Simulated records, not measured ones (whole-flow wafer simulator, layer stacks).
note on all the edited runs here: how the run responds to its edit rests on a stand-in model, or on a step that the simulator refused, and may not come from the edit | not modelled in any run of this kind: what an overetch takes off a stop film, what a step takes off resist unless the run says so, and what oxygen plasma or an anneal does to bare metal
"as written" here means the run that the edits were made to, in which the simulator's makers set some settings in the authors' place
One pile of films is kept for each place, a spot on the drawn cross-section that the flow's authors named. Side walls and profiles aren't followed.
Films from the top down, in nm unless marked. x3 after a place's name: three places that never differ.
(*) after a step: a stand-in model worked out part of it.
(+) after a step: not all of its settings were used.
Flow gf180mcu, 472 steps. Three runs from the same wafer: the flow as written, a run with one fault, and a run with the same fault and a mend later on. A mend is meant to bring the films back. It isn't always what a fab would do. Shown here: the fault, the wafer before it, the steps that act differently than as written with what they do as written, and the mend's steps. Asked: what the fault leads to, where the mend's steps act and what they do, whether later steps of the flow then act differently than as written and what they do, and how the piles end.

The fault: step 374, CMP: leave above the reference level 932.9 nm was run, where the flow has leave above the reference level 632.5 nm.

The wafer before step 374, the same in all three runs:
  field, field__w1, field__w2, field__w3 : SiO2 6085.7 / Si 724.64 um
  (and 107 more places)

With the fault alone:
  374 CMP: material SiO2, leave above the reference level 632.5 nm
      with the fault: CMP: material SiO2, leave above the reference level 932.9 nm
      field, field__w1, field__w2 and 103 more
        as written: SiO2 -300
        with the fault: nothing
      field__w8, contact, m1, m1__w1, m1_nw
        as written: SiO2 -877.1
        with the fault: SiO2 -576.7
  Later steps of the flow that act differently than as written (6 more steps differ only slightly, by at most 2% or 0.5 nm, whichever is larger, and aren't shown):
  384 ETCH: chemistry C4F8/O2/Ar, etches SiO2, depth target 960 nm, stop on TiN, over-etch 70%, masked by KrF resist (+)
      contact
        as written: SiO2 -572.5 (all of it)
        with the fault: SiO2 -872.9 (all of it)
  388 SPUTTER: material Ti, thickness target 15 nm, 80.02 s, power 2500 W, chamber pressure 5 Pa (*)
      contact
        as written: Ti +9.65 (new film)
        with the fault: Ti +8.11 (new film)
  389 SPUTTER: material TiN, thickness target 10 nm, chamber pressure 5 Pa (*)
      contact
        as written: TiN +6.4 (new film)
        with the fault: TiN +5.38 (new film)
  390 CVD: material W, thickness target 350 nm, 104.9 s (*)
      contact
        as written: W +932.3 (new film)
        with the fault: W +1234.8 (new film)
  At the end the piles differ from the flow's by more than 2% or 0.5 nm, whichever is larger, at field, field__w1, field__w2 and 109 more.
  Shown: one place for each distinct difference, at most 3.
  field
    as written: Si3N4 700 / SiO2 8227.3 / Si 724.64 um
    with the fault: Si3N4 700 / SiO2 8527.3 / Si 724.64 um
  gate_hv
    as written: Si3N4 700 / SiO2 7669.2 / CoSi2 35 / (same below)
    with the fault: Si3N4 700 / SiO2 7969.2 / CoSi2 35 / (same below)
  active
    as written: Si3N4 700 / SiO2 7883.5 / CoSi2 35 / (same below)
    with the fault: Si3N4 700 / SiO2 8183.5 / CoSi2 35 / (same below)

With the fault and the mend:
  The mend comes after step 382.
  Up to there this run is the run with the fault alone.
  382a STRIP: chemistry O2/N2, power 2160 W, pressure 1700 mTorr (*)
      field__w1, field__w2, field__w3 and 97 more
        KrF resist -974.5 (all of it), anti-reflective coat -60 (all of it)
      n_well, polyc_p, polyc_p_rim, sti_nw
        KrF resist -974.5 (all of it), anti-reflective coat -60.1 (all of it)
      field
        KrF resist -974.4 (all of it), anti-reflective coat -60.1 (all of it)
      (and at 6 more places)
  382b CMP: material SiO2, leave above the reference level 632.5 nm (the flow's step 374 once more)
      field, field__w1, field__w2 and 103 more
        SiO2 -300
      field__w8, contact, m1, m1__w1, m1_nw
        SiO2 -300.4
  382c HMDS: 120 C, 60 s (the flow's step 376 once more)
      changes no film at any place that is followed
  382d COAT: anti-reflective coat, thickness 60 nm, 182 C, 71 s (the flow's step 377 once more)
      field, field__w1, field__w2 and 108 more
        anti-reflective coat +60 (new film)
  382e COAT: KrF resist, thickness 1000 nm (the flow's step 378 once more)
      field, field__w1, field__w2 and 108 more
        KrF resist +1000 (new film)
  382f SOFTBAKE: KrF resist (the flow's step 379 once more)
      changes no film at any place that is followed
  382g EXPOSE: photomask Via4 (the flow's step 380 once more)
      changes no film at any place that is followed
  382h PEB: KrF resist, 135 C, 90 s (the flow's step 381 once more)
      field, field__w1, field__w2 and 108 more
        KrF resist -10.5
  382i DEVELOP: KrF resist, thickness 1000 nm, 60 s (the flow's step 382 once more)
      field, field__w1, field__w2 and 107 more
        KrF resist -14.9
      contact
        KrF resist -989.5 (all of it)
  No later step of the flow acts differently than as written at any place that is followed.
  At the end the piles are the same as the flow's at every place that both follow.
